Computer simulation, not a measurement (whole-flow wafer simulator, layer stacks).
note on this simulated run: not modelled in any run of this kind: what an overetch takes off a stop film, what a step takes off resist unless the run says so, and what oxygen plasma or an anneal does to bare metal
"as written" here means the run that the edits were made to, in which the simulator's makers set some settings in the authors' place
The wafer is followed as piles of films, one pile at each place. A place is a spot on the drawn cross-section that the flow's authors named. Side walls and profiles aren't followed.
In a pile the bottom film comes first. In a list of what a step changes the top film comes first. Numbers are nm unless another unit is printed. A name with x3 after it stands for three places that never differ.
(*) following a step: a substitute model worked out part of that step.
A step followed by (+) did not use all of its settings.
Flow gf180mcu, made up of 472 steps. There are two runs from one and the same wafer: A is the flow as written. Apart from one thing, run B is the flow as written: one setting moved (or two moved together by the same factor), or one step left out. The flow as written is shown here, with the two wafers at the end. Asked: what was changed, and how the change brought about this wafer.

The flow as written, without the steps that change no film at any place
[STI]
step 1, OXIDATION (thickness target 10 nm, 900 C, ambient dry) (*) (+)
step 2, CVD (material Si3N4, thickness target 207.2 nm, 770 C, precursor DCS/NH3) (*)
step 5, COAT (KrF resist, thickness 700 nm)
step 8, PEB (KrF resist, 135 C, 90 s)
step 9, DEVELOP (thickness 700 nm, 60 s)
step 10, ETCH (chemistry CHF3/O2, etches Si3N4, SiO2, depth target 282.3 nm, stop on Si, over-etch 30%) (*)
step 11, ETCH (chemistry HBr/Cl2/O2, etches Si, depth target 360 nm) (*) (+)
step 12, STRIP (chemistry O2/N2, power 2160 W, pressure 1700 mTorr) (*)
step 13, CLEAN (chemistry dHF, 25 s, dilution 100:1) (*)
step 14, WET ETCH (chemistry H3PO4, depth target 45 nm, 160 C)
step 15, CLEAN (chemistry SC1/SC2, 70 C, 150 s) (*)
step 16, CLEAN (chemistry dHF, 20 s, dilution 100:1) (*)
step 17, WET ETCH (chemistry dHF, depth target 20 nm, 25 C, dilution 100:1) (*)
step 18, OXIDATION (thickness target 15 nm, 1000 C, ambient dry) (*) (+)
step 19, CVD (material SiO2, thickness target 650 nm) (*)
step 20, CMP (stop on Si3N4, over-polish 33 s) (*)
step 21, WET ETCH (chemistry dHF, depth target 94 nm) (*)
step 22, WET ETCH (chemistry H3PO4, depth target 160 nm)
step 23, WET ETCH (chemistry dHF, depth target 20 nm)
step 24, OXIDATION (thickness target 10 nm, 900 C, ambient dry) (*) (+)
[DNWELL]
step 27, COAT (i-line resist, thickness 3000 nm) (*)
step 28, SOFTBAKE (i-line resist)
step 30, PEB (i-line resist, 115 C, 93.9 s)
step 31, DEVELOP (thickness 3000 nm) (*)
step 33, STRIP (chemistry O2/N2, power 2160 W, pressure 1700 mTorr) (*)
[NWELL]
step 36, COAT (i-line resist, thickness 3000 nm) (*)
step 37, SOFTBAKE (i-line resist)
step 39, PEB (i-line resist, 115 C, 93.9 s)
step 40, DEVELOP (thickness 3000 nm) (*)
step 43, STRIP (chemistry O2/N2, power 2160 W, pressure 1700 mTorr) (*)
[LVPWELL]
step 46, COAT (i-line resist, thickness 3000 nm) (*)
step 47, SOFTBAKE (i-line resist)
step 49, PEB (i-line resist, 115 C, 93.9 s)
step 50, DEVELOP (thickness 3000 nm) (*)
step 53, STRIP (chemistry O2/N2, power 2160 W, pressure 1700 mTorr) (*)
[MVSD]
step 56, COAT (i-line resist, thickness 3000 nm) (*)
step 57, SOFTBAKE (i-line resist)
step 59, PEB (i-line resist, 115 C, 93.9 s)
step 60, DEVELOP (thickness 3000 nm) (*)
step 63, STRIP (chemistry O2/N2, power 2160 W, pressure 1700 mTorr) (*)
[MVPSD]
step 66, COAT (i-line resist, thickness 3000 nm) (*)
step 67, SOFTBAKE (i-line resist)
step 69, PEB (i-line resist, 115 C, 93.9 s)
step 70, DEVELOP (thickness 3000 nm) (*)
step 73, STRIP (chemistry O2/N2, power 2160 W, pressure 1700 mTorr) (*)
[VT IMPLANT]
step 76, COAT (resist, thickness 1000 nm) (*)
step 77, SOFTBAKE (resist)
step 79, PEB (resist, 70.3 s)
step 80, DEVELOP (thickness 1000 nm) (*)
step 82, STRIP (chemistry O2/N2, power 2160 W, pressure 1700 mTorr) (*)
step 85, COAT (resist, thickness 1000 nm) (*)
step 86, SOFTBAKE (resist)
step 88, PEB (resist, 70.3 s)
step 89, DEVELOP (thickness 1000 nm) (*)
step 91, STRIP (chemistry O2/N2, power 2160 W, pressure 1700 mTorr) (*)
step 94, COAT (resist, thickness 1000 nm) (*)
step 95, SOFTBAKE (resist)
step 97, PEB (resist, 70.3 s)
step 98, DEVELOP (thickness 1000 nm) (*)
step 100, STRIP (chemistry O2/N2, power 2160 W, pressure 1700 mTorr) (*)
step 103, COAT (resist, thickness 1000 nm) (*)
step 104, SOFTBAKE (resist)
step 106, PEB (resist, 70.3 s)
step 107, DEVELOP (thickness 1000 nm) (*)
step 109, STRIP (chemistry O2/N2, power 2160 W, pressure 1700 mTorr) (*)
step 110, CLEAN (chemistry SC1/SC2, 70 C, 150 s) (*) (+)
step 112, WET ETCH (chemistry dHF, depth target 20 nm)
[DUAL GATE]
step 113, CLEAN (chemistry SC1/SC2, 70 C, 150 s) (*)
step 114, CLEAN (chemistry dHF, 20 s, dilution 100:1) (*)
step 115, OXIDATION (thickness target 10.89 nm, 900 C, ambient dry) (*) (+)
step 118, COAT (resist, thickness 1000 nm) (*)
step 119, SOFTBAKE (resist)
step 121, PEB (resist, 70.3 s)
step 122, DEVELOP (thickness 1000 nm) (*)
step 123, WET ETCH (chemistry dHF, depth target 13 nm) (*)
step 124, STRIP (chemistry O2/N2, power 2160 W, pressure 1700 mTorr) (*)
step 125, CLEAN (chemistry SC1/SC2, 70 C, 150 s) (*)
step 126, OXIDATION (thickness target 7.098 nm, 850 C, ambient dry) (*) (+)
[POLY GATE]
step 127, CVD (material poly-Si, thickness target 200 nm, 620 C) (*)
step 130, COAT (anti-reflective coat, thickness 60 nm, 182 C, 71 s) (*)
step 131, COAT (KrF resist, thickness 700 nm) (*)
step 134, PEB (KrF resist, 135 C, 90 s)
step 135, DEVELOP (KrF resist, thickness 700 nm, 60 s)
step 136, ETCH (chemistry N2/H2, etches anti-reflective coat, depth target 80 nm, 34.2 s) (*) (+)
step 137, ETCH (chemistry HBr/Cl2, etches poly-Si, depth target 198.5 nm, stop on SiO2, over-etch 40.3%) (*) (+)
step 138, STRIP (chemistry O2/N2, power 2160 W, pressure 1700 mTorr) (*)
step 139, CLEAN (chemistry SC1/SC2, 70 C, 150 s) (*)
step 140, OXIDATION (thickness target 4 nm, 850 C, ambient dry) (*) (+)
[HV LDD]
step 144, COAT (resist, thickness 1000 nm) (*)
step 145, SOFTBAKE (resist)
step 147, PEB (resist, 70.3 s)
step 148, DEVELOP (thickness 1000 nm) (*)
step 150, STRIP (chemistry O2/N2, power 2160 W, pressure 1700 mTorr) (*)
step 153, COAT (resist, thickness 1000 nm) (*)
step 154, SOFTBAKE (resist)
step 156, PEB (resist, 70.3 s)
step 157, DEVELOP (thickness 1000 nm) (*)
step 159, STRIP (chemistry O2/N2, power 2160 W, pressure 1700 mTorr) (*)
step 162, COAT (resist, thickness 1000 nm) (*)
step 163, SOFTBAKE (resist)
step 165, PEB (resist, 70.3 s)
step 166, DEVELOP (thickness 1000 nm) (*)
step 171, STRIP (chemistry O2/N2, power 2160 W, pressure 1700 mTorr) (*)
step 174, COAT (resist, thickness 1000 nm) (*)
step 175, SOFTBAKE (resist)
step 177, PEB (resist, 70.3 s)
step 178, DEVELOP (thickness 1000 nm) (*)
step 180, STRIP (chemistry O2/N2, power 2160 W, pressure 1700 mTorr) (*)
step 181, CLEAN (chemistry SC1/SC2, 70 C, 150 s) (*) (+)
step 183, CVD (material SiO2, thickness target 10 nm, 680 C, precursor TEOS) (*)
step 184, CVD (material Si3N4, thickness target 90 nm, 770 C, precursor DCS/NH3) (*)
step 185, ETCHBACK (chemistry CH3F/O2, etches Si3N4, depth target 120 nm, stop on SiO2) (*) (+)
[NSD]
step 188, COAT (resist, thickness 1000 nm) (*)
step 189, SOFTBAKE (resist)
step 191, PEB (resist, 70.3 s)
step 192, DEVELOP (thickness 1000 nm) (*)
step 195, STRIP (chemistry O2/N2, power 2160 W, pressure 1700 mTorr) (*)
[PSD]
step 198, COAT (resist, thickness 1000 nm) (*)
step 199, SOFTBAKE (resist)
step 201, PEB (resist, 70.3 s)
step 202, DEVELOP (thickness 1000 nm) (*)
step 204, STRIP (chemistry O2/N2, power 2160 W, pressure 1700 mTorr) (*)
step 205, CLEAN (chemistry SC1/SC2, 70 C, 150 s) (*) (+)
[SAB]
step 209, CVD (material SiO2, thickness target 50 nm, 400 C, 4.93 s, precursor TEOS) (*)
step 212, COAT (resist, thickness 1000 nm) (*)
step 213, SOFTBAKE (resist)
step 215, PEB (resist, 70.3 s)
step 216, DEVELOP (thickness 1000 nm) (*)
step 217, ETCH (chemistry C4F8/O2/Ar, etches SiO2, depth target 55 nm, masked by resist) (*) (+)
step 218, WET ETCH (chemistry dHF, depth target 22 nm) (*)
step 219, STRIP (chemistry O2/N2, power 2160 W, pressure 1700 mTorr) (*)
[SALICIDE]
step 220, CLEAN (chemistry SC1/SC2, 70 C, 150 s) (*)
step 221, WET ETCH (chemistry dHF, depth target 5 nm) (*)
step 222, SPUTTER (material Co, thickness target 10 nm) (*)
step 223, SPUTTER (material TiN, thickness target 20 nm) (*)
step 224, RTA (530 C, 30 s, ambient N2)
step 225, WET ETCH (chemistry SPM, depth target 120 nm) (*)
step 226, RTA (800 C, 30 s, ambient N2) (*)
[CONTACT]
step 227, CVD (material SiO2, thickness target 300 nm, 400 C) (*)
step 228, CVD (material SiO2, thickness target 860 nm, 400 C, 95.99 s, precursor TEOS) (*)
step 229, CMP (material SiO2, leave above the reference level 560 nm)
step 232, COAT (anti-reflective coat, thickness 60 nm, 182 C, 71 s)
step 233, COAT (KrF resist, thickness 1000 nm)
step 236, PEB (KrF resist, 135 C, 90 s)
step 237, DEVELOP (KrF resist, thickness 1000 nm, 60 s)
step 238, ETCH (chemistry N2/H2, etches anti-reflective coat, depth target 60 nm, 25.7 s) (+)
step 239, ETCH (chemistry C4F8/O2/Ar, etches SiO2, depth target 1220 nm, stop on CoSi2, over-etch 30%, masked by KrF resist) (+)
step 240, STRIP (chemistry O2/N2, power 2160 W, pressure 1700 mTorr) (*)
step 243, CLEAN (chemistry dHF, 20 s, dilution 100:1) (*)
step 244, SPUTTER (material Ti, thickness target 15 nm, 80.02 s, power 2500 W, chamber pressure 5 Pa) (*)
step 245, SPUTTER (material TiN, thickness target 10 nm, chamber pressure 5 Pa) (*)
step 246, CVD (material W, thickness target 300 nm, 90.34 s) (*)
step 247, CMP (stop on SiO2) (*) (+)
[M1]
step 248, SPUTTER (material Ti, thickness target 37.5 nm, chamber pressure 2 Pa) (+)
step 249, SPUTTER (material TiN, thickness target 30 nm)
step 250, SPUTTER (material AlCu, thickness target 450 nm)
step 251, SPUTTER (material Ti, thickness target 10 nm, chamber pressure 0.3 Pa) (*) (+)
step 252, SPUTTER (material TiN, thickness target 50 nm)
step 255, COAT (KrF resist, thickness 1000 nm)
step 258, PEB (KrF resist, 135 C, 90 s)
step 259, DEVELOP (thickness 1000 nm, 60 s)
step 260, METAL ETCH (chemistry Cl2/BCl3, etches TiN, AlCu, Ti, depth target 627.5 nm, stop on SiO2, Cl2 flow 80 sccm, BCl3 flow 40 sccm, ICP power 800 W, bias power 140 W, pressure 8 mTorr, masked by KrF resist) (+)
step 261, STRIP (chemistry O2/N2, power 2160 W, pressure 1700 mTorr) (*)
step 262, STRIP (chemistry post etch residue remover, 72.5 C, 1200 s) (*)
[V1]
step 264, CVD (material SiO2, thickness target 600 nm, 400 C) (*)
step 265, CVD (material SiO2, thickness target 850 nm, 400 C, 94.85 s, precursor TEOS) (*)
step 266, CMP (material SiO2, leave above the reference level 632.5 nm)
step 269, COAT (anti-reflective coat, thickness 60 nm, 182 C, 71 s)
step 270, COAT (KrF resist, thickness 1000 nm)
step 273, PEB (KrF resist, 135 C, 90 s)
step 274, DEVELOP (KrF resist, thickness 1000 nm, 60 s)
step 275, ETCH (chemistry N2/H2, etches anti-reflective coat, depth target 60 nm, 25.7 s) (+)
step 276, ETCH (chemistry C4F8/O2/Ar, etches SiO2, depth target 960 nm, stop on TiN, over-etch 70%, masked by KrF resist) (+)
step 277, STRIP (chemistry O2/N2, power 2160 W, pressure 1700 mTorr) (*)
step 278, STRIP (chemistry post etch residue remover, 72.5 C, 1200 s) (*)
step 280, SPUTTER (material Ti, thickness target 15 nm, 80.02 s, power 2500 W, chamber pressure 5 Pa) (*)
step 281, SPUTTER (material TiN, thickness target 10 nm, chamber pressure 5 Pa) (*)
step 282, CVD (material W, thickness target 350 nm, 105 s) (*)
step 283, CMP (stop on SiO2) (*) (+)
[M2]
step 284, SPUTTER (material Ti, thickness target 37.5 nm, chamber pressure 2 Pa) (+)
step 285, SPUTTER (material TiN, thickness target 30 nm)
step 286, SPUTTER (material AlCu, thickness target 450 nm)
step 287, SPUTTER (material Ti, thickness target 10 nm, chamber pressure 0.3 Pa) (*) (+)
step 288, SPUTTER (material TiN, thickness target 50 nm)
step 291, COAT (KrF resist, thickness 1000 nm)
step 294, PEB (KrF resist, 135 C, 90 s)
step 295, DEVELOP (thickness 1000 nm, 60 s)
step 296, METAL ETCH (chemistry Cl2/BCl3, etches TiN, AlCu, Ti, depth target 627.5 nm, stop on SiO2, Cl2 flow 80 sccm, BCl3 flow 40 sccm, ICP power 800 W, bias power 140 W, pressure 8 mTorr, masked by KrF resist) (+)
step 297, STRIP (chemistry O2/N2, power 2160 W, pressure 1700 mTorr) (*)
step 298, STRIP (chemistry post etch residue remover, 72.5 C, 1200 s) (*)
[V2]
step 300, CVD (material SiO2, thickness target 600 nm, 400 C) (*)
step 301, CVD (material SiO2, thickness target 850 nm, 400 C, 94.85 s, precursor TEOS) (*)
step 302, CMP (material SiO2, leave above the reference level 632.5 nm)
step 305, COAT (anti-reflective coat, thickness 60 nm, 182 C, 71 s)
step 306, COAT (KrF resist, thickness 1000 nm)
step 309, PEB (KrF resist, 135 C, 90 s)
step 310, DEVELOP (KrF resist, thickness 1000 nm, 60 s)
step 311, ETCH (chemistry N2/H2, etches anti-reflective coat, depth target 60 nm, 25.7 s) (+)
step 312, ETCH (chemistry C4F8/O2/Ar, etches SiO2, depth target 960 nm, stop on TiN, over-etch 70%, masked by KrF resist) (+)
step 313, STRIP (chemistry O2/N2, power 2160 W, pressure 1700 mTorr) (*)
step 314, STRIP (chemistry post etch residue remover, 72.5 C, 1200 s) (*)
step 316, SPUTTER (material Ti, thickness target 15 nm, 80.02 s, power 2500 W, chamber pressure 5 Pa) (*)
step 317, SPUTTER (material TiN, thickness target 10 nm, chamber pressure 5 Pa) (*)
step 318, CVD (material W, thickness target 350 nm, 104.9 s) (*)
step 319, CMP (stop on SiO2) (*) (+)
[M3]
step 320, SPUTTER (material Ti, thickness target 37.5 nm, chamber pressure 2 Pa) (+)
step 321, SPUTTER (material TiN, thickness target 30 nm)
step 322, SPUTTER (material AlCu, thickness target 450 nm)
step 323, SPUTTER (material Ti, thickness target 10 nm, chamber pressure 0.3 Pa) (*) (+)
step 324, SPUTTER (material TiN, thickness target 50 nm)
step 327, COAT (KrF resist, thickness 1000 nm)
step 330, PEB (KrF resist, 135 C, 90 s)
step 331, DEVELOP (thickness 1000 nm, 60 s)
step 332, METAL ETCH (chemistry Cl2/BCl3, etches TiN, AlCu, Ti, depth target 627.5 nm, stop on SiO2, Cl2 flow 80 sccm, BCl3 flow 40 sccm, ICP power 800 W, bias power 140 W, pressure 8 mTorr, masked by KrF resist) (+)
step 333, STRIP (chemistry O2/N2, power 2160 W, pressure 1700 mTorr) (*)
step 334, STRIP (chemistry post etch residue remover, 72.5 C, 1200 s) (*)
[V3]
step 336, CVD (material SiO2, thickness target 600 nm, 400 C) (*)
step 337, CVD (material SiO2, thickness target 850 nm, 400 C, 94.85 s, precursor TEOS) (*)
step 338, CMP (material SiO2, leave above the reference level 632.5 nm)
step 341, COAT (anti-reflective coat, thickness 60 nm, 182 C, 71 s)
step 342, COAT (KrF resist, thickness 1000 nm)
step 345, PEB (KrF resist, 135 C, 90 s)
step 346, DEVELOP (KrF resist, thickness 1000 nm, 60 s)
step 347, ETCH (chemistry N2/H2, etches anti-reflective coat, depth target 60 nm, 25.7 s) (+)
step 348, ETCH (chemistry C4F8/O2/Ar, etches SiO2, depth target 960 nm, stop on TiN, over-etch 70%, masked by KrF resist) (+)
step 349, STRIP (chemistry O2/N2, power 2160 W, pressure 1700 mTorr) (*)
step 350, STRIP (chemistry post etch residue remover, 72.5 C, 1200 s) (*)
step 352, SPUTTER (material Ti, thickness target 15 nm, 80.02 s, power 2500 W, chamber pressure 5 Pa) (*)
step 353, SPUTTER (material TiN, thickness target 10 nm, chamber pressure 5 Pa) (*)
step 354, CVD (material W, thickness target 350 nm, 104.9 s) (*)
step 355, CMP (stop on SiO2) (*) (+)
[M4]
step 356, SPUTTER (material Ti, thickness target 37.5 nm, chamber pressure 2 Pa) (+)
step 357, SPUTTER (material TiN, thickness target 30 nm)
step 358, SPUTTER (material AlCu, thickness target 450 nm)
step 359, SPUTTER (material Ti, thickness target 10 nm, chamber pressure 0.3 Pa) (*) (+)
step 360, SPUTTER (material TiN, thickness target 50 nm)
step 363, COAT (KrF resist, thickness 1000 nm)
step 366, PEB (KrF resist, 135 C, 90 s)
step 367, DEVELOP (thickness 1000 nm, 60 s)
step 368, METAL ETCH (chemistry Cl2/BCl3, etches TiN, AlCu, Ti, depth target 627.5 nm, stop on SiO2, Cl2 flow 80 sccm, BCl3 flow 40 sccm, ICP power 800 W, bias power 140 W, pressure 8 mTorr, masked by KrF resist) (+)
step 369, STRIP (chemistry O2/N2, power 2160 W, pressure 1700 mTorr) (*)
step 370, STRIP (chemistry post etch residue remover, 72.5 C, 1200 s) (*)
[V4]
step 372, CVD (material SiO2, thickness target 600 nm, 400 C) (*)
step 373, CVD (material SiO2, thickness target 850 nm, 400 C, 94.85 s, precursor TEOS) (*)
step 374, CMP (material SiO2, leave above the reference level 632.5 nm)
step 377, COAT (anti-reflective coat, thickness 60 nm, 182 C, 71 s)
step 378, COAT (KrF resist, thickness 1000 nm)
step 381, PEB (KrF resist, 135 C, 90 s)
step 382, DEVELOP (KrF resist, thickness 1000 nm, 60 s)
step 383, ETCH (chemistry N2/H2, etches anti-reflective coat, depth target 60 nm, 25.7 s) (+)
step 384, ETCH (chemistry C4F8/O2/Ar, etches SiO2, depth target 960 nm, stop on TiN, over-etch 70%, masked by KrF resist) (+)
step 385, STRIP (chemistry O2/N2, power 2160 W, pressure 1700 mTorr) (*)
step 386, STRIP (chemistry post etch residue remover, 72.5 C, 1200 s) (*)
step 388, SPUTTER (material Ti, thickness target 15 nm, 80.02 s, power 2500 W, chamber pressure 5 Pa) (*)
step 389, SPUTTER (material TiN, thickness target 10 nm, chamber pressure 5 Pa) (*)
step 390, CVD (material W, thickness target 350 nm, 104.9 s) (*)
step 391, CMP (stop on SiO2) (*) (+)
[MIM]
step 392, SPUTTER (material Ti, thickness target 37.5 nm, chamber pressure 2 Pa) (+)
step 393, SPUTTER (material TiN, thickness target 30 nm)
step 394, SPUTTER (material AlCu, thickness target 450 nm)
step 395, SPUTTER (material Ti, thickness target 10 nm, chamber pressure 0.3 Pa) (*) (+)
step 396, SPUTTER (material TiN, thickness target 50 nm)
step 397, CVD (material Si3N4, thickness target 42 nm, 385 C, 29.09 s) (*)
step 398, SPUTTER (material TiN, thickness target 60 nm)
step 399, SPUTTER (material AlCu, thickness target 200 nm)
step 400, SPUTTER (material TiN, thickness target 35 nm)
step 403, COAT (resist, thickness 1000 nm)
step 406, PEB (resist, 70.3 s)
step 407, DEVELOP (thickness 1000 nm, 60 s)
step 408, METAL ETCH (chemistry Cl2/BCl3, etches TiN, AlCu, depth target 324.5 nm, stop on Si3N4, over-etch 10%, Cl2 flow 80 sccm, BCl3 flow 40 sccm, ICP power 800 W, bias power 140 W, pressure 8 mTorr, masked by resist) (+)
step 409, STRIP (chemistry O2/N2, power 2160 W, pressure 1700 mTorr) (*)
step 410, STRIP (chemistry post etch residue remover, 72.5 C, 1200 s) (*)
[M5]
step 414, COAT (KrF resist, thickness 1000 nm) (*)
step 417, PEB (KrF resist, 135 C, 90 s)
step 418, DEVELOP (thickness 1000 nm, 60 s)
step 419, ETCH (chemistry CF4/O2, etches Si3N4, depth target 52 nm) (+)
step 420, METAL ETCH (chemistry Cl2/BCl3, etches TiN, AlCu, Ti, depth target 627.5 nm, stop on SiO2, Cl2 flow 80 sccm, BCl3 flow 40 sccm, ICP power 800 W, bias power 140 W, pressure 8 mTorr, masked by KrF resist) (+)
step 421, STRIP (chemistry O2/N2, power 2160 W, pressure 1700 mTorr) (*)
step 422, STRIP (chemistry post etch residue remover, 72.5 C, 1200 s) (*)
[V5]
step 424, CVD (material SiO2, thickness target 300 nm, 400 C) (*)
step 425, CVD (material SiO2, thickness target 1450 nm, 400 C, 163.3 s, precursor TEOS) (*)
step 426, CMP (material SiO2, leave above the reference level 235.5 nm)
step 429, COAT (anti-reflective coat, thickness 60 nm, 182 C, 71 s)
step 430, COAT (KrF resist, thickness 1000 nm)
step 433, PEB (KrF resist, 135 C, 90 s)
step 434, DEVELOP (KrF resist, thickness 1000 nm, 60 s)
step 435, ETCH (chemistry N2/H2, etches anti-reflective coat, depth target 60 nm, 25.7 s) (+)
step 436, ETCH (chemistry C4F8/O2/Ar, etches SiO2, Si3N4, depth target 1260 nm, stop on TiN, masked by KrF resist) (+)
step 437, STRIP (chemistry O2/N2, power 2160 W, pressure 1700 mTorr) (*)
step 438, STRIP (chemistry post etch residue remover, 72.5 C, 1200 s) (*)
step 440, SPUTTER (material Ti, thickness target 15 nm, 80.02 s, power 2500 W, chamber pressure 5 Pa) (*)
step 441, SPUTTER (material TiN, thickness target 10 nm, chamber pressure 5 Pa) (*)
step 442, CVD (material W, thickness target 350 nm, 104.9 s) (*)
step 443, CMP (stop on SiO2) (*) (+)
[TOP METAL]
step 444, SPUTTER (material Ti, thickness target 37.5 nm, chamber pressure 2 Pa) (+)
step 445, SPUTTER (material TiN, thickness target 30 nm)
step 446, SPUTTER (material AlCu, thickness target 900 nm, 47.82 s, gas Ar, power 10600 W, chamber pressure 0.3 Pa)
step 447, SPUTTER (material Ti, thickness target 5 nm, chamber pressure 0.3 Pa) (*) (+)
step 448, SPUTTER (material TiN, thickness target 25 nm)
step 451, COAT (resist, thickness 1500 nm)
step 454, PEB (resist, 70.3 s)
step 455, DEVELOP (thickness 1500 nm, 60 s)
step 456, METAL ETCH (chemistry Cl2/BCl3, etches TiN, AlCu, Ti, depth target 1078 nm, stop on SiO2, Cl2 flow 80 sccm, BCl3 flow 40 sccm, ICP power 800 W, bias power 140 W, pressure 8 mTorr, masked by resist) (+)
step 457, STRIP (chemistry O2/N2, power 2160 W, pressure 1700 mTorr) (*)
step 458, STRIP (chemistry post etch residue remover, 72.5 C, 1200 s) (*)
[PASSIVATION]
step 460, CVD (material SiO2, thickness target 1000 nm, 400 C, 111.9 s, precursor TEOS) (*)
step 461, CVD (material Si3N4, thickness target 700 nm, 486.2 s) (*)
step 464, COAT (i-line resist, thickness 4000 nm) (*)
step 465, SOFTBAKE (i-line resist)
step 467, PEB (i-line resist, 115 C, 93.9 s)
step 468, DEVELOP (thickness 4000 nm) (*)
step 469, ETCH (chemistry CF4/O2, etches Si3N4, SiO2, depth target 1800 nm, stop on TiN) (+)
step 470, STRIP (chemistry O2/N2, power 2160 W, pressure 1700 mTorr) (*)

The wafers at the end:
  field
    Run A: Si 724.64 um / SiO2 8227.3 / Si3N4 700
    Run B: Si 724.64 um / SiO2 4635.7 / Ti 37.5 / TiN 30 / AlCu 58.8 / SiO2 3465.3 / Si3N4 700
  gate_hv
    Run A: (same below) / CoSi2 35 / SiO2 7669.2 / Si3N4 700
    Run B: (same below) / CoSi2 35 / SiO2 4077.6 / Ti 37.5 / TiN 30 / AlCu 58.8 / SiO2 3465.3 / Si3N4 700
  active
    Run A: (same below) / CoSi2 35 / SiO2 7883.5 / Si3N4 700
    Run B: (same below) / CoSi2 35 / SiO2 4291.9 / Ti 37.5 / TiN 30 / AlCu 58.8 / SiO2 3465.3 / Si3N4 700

The reason: step 368, METAL ETCH: depth target 445.5 nm was run, though the flow has depth target 627.5 nm.

How this came from the change, step by step:
  step 368, METAL ETCH (chemistry Cl2/BCl3, etches TiN, AlCu, Ti, depth target 627.5 nm, stop on SiO2, Cl2 flow 80 sccm, BCl3 flow 40 sccm, ICP power 800 W, bias power 140 W, pressure 8 mTorr, masked by KrF resist) (+)
      field, field__w1, field__w2 and 103 more: A TiN loses 50 (all of it), Ti loses 10 (all of it), AlCu loses 450 (all of it), TiN loses 30 (all of it), Ti loses 37.5 (all of it) | B TiN loses 50 (all of it), Ti loses 10 (all of it), AlCu loses 385.5
      field__w8, contact, m1, m1__w1, m1_nw: A KrF resist loses 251 | B KrF resist loses 178.2
  step 369, STRIP (chemistry O2/N2, power 2160 W, pressure 1700 mTorr) (*)
      field__w8, contact, m1, m1__w1, m1_nw: A KrF resist loses 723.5 (all of it) | B KrF resist loses 796.3 (all of it)
  step 370, STRIP (chemistry post etch residue remover, 72.5 C, 1200 s) (*)
      field, field__w1, field__w2 and 103 more: A nothing | B AlCu loses 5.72
  step 372, CVD (material SiO2, thickness target 600 nm, 400 C) (*)
      field, field__w1, field__w2 and 103 more: A SiO2 gains 600 | B SiO2 gains 600 (new film)
  step 374, CMP (material SiO2, leave above the reference level 632.5 nm)
      field, field__w1, field__w2 and 103 more: A SiO2 loses 300 | B SiO2 loses 426.3
If metal films that touch count as one body, field has 1 body; the flow as written gives 0 bodies.
If metal films that touch count as one body, gate_hv has 2 bodies (between them, from the top down: SiO2 4077.6); the flow as written gives 1 body.
If metal films that touch count as one body, active has 2 bodies (between them, from the top down: SiO2 4291.9); the flow as written gives 1 body.
